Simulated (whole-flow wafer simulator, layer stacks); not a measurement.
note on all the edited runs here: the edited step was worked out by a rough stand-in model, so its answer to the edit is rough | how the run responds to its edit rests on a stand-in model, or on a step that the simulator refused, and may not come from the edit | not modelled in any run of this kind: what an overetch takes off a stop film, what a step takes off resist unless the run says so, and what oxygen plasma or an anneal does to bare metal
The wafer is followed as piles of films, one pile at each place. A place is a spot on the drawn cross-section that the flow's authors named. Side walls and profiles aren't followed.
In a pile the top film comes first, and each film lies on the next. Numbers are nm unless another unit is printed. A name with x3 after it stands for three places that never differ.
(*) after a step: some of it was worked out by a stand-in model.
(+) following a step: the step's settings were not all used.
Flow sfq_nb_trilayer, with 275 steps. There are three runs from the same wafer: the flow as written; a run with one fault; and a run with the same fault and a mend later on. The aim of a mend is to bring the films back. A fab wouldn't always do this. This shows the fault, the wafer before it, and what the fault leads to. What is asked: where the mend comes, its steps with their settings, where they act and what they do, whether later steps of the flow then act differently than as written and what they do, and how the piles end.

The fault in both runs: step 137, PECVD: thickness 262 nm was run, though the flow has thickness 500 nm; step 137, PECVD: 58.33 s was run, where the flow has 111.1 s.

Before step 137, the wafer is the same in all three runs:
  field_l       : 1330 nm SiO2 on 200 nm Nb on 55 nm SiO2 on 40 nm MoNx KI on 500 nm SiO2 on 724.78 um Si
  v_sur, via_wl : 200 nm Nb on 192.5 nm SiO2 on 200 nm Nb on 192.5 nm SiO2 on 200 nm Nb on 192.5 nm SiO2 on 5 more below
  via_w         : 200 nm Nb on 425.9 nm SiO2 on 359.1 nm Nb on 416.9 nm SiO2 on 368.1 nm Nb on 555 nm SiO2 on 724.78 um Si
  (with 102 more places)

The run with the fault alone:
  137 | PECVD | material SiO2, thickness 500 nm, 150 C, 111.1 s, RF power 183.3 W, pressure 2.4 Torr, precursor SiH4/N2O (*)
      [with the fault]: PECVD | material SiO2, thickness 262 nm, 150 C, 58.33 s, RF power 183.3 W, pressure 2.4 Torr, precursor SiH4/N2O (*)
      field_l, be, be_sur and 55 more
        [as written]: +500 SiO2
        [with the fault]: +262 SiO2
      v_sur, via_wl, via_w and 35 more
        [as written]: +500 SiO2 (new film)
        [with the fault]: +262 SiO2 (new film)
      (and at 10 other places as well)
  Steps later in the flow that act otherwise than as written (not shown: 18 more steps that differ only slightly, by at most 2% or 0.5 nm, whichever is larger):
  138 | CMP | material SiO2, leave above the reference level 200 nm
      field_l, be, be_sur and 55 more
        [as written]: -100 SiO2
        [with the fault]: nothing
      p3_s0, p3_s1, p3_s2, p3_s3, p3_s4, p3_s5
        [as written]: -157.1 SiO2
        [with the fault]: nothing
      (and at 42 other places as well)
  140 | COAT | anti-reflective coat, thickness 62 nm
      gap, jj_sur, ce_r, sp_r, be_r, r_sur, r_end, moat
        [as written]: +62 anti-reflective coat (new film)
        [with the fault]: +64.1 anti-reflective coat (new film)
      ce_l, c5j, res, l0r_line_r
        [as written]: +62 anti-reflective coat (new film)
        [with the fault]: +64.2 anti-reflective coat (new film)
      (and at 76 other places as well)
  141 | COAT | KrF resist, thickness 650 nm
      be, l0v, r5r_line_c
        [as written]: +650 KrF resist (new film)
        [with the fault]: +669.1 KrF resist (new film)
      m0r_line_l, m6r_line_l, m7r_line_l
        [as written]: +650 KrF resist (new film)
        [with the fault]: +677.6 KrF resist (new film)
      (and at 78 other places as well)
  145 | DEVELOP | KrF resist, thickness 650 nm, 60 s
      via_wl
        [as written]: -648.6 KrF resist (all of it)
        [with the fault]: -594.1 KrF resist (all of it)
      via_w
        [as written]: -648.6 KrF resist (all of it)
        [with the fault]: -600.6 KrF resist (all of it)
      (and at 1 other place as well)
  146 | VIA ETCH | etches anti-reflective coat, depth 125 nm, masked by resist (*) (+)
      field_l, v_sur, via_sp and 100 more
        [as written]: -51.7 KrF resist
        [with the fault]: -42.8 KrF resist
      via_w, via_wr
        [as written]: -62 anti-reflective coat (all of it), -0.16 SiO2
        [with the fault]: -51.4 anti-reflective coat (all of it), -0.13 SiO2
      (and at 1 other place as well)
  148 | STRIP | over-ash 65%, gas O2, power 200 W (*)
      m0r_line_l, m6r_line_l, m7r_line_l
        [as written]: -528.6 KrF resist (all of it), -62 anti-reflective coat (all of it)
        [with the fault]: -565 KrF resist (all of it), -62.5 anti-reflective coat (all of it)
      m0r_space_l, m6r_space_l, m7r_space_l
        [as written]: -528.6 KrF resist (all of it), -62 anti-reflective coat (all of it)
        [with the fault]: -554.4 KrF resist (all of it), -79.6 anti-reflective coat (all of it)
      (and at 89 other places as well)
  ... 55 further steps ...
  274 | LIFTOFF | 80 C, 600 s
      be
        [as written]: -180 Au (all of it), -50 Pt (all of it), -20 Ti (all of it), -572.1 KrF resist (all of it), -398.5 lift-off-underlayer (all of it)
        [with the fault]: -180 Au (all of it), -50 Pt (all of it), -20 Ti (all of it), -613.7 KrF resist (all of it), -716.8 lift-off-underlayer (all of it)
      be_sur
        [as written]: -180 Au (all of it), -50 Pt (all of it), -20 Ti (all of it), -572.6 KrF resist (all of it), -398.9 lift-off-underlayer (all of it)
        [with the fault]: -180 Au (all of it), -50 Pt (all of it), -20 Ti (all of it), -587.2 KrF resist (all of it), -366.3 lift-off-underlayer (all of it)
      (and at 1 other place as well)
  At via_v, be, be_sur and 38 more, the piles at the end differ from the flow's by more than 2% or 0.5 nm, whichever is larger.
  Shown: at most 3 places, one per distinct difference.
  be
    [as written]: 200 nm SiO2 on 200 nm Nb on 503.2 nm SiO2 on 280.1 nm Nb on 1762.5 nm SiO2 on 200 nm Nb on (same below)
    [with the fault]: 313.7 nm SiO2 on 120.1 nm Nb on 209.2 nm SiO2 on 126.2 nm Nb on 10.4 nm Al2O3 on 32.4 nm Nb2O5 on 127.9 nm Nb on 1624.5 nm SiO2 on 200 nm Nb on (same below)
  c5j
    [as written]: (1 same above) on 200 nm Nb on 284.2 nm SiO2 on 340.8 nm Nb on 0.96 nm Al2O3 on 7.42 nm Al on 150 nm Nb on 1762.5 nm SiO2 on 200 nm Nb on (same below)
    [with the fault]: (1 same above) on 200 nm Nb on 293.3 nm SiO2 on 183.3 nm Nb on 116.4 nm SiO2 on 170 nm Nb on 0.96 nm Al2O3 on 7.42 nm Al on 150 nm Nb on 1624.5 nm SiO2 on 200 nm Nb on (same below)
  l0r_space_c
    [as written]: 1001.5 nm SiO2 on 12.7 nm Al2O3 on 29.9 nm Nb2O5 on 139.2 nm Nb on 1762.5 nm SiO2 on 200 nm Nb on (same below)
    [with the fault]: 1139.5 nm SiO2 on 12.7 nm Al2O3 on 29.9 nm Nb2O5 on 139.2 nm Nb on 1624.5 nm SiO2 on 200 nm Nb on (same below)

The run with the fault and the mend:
  After step 137 comes the mend.
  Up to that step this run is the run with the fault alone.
  137a | PECVD | material SiO2, thickness 238 nm, 150 C, 52.89 s, RF power 183.3 W, pressure 2.4 Torr, precursor SiH4/N2O (*) (a further turn of the flow's step 137, with different settings)
      field_l, v_sur, via_wl and 99 more
        +238 SiO2
      lsp_r, l0_sur, l0v
        +234.3 SiO2
      via_v
        +265.2 SiO2
  Steps later in the flow that act otherwise than as written:
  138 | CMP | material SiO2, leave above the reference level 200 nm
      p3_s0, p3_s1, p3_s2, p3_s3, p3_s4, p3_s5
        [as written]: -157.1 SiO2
        [with the mend]: -100 SiO2
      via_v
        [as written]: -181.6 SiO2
        [with the mend]: -56.4 SiO2
  At every place that both follow, the piles at the end match the flow's.
